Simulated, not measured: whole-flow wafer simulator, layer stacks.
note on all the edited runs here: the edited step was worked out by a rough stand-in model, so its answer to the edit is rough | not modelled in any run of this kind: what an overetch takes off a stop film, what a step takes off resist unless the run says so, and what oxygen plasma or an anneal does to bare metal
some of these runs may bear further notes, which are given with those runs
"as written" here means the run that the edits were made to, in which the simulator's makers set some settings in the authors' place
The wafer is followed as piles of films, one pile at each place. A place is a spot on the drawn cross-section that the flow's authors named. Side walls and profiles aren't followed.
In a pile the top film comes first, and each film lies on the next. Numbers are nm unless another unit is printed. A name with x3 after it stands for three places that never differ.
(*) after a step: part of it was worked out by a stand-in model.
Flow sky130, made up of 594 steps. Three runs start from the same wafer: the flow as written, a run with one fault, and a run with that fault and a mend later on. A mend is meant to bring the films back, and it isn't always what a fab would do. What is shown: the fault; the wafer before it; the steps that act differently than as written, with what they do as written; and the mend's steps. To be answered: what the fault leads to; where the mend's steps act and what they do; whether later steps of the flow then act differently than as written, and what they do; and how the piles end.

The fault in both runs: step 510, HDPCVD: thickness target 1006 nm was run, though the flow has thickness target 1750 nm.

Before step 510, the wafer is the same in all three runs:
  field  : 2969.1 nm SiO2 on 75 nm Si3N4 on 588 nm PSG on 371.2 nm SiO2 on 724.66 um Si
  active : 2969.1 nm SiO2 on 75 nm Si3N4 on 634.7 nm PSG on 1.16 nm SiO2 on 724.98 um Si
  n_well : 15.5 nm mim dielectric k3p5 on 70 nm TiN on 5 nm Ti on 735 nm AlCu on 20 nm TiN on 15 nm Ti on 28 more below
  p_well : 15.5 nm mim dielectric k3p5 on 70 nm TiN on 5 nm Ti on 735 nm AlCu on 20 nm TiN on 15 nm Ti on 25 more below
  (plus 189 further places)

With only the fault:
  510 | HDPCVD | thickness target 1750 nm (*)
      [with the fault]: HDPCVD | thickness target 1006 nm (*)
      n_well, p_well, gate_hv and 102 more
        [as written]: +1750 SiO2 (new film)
        [with the fault]: +1006 SiO2 (new film)
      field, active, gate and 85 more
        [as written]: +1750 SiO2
        [with the fault]: +1006 SiO2
  Steps further on in the flow that do not act as written (22 more steps, not shown, differ only slightly: by at most 2% or 0.5 nm, whichever is larger):
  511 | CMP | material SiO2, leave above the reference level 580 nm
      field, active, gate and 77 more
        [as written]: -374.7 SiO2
        [with the fault]: nothing
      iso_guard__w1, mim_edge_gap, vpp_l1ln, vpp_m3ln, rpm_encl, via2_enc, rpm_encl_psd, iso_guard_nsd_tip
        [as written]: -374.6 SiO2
        [with the fault]: nothing
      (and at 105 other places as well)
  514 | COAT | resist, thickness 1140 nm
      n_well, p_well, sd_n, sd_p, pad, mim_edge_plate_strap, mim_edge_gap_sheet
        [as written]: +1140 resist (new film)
        [with the fault]: +772.9 resist (new film)
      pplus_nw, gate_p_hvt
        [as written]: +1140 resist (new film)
        [with the fault]: +954.3 resist (new film)
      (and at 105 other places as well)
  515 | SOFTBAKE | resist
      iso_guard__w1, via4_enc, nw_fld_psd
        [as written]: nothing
        [with the fault]: -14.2 resist
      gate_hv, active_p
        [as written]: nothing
        [with the fault]: -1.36 resist
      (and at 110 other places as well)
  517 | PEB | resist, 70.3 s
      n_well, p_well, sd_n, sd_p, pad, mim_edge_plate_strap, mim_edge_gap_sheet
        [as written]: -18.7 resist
        [with the fault]: -11.5 resist
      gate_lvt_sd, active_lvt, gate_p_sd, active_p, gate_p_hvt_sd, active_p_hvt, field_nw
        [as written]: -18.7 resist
        [with the fault]: -19.6 resist
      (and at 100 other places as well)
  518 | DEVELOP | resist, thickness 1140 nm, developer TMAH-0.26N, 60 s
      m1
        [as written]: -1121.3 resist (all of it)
        [with the fault]: -879.9 resist (all of it)
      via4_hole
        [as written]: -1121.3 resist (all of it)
        [with the fault]: -847.6 resist (all of it)
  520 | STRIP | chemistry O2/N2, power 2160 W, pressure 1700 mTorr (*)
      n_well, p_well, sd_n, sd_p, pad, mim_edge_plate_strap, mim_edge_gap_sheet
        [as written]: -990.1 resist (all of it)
        [with the fault]: -630.2 resist (all of it)
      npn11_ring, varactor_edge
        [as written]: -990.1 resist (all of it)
        [with the fault]: -786.6 resist (all of it)
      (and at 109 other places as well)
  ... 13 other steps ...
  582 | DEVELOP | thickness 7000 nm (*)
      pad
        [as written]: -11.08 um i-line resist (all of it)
        [with the fault]: -11.1 um i-line resist (all of it)
  At field, active, gate and 87 more, the piles at the end differ from the flow's by more than 2% or 0.5 nm, whichever is larger.
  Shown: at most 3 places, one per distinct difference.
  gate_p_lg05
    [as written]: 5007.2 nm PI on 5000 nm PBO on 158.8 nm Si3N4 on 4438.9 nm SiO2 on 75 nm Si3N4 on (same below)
    [with the fault]: 5005.1 nm PI on 5000 nm PBO on 158.8 nm Si3N4 on 125.2 nm SiO2 on 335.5 nm W on 20 nm TiN on 3975.1 nm SiO2 on 75 nm Si3N4 on (same below)
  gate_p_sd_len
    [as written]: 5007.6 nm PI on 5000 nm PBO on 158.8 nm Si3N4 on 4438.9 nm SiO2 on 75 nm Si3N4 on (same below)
    [with the fault]: 5005.1 nm PI on 5000 nm PBO on 158.8 nm Si3N4 on 125.2 nm SiO2 on 335.5 nm W on 20 nm TiN on 3975.1 nm SiO2 on 75 nm Si3N4 on (same below)
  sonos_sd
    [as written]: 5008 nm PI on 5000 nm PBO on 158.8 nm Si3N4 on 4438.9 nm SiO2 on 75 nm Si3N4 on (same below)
    [with the fault]: 5001.8 nm PI on 5000 nm PBO on 158.8 nm Si3N4 on 125.2 nm SiO2 on 335.5 nm W on 20 nm TiN on 3975.1 nm SiO2 on 75 nm Si3N4 on (same below)

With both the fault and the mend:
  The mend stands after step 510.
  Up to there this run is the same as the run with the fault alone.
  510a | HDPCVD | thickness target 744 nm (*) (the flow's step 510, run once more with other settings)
      field, active, n_well and 190 more
        +744 SiO2
  Later steps of the flow that are run all act as written at every place that is followed.
  At every place that both follow, the piles at the end match the flow's.
